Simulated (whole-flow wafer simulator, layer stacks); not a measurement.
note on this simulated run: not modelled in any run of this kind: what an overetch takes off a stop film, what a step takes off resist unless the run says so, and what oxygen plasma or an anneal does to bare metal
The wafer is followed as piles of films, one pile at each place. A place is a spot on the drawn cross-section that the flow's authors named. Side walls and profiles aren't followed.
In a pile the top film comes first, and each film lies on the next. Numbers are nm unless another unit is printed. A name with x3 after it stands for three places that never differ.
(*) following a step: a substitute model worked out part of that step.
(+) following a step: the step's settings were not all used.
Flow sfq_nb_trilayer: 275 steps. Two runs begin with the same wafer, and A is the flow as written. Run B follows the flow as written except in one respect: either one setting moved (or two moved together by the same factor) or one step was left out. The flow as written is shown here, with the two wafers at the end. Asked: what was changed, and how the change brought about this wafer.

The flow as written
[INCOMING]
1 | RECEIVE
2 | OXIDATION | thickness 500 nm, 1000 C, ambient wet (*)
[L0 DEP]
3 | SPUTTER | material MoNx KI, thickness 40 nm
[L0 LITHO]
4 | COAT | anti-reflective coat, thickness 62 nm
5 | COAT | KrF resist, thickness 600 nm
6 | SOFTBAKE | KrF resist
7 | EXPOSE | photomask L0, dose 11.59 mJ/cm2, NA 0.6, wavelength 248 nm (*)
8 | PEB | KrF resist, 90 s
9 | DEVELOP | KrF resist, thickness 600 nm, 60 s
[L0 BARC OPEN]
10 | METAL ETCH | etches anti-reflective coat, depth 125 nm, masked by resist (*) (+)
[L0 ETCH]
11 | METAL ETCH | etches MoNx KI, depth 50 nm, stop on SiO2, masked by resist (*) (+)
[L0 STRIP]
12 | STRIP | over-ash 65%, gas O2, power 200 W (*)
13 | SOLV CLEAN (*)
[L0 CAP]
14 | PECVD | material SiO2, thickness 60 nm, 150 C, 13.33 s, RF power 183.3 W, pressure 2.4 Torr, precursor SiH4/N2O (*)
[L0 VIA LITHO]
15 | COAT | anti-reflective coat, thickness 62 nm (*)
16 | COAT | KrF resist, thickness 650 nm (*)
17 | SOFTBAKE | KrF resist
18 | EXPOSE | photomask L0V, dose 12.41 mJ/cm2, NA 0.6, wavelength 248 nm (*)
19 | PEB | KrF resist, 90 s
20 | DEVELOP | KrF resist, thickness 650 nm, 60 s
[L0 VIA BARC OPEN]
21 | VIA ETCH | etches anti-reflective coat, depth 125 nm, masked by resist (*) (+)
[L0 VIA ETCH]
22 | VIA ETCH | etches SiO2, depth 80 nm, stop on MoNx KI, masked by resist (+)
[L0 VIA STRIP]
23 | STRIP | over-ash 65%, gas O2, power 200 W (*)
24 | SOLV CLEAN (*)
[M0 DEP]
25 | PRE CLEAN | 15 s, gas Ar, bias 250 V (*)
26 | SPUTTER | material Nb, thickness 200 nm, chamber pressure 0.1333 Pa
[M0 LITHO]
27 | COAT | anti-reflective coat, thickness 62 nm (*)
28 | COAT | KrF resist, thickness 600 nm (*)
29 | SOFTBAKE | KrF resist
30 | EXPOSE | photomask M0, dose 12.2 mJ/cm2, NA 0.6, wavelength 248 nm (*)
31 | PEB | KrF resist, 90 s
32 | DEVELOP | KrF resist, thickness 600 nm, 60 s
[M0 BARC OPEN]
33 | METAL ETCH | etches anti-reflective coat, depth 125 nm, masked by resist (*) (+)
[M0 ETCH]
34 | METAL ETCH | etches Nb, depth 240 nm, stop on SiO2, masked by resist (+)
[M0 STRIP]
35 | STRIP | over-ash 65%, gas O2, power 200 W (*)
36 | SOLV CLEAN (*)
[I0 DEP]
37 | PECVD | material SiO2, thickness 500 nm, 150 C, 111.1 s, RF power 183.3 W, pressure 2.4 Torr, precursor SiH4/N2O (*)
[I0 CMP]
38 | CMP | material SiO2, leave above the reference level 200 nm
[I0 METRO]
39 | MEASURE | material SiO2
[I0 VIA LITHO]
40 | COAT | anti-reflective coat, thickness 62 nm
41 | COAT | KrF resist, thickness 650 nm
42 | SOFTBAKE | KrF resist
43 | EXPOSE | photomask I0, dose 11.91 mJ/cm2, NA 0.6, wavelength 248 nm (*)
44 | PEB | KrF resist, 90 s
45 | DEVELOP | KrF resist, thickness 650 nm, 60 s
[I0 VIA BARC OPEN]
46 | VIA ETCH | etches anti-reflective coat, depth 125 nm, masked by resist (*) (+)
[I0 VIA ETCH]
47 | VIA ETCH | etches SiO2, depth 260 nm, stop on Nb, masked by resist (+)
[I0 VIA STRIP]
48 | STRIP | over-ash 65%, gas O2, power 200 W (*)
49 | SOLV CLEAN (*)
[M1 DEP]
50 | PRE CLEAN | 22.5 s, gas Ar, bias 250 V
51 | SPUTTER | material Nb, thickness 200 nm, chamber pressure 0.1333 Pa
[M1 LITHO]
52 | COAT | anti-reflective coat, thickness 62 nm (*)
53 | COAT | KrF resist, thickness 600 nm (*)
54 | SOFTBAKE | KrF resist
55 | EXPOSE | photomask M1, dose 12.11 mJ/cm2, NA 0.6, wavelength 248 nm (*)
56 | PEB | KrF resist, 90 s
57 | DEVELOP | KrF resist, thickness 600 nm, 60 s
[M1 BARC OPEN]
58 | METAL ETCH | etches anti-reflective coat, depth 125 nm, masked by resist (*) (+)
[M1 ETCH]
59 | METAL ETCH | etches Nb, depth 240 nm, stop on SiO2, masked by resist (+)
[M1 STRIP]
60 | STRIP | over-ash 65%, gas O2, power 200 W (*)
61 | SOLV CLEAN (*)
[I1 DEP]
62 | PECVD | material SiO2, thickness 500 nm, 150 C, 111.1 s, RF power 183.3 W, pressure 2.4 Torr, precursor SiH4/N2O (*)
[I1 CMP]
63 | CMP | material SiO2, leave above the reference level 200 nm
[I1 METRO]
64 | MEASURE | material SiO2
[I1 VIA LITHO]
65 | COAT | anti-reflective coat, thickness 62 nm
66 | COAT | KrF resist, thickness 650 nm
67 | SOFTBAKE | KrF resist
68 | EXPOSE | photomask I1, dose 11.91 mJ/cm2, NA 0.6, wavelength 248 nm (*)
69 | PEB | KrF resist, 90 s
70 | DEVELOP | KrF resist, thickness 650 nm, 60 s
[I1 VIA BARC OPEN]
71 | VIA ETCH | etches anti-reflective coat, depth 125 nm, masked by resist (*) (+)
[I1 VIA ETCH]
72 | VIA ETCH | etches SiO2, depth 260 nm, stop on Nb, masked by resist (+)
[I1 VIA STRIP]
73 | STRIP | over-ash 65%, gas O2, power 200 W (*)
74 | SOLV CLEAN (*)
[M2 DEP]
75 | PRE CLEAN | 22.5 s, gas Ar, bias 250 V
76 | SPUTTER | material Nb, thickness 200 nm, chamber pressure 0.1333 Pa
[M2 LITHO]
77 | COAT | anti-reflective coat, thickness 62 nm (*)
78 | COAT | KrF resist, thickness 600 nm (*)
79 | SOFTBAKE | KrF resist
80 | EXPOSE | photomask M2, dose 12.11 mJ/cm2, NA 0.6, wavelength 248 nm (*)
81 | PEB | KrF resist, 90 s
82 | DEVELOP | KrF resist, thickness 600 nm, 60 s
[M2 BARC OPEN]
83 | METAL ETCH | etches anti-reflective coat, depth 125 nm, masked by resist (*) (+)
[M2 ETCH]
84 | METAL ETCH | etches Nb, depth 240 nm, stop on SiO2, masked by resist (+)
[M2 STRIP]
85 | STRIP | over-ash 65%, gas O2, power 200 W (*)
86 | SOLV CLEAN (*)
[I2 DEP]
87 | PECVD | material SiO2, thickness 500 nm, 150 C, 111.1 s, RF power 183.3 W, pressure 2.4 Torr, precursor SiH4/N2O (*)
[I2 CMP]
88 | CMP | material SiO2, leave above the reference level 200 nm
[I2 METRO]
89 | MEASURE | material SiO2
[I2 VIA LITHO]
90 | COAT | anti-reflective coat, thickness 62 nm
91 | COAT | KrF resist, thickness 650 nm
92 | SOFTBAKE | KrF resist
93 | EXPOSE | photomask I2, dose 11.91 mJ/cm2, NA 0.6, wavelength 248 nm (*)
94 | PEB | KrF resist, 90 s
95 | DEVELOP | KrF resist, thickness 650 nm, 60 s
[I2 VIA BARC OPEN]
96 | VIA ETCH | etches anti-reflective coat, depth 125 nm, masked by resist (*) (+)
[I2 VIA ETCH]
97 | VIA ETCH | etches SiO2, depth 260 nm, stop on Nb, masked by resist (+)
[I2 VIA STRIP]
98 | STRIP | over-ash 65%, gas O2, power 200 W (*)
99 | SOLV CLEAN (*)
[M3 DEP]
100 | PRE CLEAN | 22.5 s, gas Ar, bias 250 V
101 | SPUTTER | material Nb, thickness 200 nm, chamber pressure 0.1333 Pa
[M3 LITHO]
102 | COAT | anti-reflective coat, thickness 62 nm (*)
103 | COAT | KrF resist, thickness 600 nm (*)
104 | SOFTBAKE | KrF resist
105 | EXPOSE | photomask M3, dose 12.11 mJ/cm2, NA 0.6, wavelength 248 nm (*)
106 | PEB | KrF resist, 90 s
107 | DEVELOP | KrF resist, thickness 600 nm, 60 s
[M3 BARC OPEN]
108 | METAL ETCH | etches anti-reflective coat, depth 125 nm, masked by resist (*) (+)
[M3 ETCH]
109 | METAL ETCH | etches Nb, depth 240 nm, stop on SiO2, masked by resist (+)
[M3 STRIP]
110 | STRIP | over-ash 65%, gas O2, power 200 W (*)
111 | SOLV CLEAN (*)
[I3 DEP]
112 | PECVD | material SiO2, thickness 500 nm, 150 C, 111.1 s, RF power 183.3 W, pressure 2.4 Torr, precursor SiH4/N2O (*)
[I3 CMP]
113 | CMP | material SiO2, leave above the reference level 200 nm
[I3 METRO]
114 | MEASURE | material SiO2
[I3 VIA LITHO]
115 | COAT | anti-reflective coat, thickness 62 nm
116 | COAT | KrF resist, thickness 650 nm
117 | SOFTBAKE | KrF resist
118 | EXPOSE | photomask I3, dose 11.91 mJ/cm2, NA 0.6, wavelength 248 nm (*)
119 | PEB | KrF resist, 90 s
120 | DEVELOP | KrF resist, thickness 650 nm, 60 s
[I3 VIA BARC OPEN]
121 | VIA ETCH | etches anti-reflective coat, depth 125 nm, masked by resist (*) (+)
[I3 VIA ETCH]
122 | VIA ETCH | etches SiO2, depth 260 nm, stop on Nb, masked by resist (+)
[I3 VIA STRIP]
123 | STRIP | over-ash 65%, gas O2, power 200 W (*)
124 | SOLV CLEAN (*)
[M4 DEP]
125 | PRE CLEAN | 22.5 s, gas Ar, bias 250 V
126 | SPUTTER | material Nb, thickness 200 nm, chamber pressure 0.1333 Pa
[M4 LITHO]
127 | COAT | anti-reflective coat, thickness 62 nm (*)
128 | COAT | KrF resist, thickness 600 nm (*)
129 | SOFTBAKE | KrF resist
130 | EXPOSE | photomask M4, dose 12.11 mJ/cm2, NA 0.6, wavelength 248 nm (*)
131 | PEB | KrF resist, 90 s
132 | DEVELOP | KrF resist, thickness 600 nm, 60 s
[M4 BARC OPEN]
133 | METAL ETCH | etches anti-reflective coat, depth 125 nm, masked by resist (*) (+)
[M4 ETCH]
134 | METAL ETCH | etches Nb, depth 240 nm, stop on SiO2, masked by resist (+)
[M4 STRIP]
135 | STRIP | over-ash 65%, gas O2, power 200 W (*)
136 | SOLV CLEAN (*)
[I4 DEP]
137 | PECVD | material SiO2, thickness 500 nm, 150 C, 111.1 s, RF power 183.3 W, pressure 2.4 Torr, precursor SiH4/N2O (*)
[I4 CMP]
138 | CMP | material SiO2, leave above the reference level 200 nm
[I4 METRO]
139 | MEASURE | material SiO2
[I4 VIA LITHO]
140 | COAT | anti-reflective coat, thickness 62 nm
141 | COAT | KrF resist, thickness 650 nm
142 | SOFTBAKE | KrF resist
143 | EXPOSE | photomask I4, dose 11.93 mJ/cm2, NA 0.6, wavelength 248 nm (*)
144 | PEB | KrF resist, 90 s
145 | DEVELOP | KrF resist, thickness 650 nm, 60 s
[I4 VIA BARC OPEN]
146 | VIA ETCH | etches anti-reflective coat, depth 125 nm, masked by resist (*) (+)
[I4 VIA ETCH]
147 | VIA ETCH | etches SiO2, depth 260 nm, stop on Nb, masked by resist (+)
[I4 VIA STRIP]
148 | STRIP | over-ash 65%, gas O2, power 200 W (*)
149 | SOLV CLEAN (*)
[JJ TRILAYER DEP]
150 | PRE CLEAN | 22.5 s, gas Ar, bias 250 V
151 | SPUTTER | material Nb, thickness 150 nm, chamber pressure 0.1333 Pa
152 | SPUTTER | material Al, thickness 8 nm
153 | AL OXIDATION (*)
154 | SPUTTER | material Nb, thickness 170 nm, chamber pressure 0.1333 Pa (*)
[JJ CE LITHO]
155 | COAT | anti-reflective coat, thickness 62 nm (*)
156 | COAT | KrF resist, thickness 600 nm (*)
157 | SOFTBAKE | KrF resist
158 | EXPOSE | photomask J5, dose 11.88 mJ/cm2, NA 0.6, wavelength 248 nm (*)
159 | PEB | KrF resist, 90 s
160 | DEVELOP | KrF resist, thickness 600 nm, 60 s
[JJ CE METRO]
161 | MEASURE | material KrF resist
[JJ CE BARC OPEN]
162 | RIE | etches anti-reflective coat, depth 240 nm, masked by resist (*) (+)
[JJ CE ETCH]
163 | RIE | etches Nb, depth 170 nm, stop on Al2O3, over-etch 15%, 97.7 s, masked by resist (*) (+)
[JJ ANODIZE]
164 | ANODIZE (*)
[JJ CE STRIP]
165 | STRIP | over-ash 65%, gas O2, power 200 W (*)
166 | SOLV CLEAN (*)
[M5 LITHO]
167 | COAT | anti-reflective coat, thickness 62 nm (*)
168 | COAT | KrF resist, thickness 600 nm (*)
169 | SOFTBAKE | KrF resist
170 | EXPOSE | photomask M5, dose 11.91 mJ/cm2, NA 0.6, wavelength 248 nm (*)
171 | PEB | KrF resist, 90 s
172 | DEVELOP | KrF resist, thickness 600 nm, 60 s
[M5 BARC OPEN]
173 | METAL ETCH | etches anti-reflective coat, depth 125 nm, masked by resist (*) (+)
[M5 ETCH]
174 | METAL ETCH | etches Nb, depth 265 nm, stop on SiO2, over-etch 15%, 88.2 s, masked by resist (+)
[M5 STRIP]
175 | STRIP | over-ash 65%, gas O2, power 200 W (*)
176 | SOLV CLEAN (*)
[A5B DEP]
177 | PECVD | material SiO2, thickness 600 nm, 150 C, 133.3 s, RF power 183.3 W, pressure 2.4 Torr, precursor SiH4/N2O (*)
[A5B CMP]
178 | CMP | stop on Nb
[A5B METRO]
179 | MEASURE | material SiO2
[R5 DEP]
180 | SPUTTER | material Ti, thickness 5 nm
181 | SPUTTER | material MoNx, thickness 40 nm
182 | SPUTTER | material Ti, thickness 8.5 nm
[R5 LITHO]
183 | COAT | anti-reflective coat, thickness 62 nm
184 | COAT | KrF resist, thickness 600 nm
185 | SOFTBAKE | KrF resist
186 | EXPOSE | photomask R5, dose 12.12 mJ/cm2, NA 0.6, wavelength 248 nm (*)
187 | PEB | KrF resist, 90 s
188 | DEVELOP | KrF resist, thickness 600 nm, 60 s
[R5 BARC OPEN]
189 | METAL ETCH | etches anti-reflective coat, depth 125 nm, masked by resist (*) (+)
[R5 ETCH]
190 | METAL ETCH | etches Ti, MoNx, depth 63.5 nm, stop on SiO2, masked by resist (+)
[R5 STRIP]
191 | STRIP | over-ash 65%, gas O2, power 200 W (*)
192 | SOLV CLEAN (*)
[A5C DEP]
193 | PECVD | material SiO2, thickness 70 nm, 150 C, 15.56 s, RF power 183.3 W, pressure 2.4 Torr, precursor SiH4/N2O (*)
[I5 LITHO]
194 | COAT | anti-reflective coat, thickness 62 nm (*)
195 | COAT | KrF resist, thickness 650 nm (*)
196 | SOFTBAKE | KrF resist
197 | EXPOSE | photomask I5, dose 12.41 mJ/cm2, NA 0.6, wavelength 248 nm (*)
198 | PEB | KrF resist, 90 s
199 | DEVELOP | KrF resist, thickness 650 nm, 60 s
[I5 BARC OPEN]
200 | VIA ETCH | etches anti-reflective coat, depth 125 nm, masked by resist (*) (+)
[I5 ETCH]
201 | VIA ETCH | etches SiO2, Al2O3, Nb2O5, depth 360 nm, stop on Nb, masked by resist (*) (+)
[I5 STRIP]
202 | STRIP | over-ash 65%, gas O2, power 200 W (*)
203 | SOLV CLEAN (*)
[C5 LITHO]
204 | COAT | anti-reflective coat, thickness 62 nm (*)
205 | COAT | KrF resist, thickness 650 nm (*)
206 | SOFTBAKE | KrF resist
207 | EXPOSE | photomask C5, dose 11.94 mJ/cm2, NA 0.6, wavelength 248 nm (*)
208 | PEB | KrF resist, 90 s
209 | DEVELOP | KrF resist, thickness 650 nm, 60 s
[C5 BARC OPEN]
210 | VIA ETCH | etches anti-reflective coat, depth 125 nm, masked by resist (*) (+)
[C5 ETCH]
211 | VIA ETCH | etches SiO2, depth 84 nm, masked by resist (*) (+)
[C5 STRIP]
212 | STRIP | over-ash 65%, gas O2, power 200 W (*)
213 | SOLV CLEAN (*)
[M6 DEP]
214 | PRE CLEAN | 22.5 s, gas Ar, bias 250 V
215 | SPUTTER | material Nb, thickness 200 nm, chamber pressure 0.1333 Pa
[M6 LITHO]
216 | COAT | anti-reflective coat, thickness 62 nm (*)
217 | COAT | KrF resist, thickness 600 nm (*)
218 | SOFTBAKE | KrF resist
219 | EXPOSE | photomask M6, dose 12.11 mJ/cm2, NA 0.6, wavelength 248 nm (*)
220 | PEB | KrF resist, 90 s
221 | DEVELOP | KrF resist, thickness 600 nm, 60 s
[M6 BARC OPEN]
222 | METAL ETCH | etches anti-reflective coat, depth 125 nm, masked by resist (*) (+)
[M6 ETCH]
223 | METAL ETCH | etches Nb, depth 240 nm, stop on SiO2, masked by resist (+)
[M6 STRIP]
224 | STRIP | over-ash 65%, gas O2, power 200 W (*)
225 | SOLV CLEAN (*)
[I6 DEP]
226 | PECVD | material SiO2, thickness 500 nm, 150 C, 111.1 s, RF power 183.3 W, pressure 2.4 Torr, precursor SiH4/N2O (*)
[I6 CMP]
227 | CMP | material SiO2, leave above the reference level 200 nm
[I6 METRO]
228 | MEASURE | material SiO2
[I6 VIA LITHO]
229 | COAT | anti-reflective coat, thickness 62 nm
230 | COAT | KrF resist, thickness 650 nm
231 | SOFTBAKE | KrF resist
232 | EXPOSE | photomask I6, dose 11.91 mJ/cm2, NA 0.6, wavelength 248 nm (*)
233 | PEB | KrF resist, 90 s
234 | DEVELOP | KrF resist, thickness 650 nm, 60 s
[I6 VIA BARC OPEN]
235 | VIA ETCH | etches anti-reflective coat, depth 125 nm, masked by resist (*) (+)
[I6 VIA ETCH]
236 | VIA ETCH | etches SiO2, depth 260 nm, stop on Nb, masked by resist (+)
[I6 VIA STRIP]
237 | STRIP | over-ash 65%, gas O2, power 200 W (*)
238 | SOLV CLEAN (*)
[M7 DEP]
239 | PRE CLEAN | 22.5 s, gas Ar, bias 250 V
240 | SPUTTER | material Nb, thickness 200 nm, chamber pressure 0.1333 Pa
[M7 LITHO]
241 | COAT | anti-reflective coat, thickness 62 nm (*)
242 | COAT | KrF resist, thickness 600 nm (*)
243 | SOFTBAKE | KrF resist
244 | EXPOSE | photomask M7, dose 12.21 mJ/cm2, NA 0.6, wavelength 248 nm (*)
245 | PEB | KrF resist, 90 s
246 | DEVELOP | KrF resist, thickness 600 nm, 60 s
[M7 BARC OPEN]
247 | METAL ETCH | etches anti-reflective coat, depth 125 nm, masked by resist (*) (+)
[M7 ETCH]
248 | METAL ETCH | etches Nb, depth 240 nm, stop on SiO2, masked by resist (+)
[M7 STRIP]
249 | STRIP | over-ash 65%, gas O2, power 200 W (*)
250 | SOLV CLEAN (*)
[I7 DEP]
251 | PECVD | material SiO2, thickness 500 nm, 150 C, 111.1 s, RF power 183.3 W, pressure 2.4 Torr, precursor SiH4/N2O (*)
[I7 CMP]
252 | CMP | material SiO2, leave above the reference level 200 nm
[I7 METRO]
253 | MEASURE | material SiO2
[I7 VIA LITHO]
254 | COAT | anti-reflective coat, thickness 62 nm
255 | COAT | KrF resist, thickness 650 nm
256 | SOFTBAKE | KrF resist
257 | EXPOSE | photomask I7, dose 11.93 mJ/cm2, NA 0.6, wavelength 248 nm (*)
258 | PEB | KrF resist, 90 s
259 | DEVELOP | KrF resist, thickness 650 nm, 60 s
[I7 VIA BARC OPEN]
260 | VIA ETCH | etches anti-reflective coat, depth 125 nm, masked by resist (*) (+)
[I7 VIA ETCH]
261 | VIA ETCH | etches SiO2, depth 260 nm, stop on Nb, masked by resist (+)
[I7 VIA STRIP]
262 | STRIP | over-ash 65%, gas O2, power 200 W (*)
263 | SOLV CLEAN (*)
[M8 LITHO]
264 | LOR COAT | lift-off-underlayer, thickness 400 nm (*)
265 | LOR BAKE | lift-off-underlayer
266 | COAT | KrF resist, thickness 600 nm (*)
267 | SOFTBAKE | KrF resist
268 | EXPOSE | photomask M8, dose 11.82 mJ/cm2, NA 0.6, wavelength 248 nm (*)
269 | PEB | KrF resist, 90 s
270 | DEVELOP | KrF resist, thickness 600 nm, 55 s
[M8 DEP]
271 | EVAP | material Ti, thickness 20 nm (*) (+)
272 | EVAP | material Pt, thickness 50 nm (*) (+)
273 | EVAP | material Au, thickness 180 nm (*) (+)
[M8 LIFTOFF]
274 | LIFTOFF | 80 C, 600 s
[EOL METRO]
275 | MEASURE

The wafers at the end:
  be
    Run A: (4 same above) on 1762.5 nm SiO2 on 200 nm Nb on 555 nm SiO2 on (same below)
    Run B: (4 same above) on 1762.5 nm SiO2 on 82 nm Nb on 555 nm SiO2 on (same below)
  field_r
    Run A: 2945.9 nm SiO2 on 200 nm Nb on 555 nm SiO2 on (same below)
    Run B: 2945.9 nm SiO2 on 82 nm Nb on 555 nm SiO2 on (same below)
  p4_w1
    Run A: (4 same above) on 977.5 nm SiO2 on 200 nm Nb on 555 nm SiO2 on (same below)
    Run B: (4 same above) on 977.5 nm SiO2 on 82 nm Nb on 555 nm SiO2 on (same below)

Cause: step 26, SPUTTER: thickness 82 nm was run, while the flow as written has thickness 200 nm.
The wafer itself shows it: be has Nb 82, and step 26 as written asks for 200 nm.

How this came from the change, step by step:
  26 | SPUTTER | material Nb, thickness 200 nm, chamber pressure 0.1333 Pa
      field_l, via_wl, via_w and 100 more: A Nb gains 200 (new film) | B Nb gains 82 (new film)
      v_sur: A Nb gains 200 (new film) | B Nb gains 79.1 (new film)
      (also at 2 further places)
  27 | COAT | anti-reflective coat, thickness 62 nm (*)
      v_sur: A anti-reflective coat gains 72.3 (new film) | B anti-reflective coat gains 73.8 (new film)
      l0_sur: A anti-reflective coat gains 47.5 (new film) | B anti-reflective coat gains 46.4 (new film)
  34 | METAL ETCH | etches Nb, depth 240 nm, stop on SiO2, masked by resist (+)
      field_l, v_sur, via_wl and 100 more: A KrF resist loses 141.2 | B KrF resist loses 72.4
      moat, m0r_space_l, m0r_space_r: A Nb loses 200 (all of it) | B Nb loses 82 (all of it)
  35 | STRIP | over-ash 65%, gas O2, power 200 W (*)
      p4_fl, p4_fm, p4_w1 and 68 more: A KrF resist loses 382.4 (all of it), anti-reflective coat loses 62 (all of it) | B KrF resist loses 451.2 (all of it), anti-reflective coat loses 62 (all of it)
      c5j, ce_r, sp_r, be_r, r_sur, res: A KrF resist loses 389 (all of it), anti-reflective coat loses 63.6 (all of it) | B KrF resist loses 457.8 (all of it), anti-reflective coat loses 63.6 (all of it)
      (also at 26 further places)
  37 | PECVD | material SiO2, thickness 500 nm, 150 C, 111.1 s, RF power 183.3 W, pressure 2.4 Torr, precursor SiH4/N2O (*)
      moat, m0r_space_l, m0r_space_r: A SiO2 gains 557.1 | B SiO2 gains 500
  38 | CMP | material SiO2, leave above the reference level 200 nm
      moat, m0r_space_l, m0r_space_r: A SiO2 loses 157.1 | B SiO2 loses 218
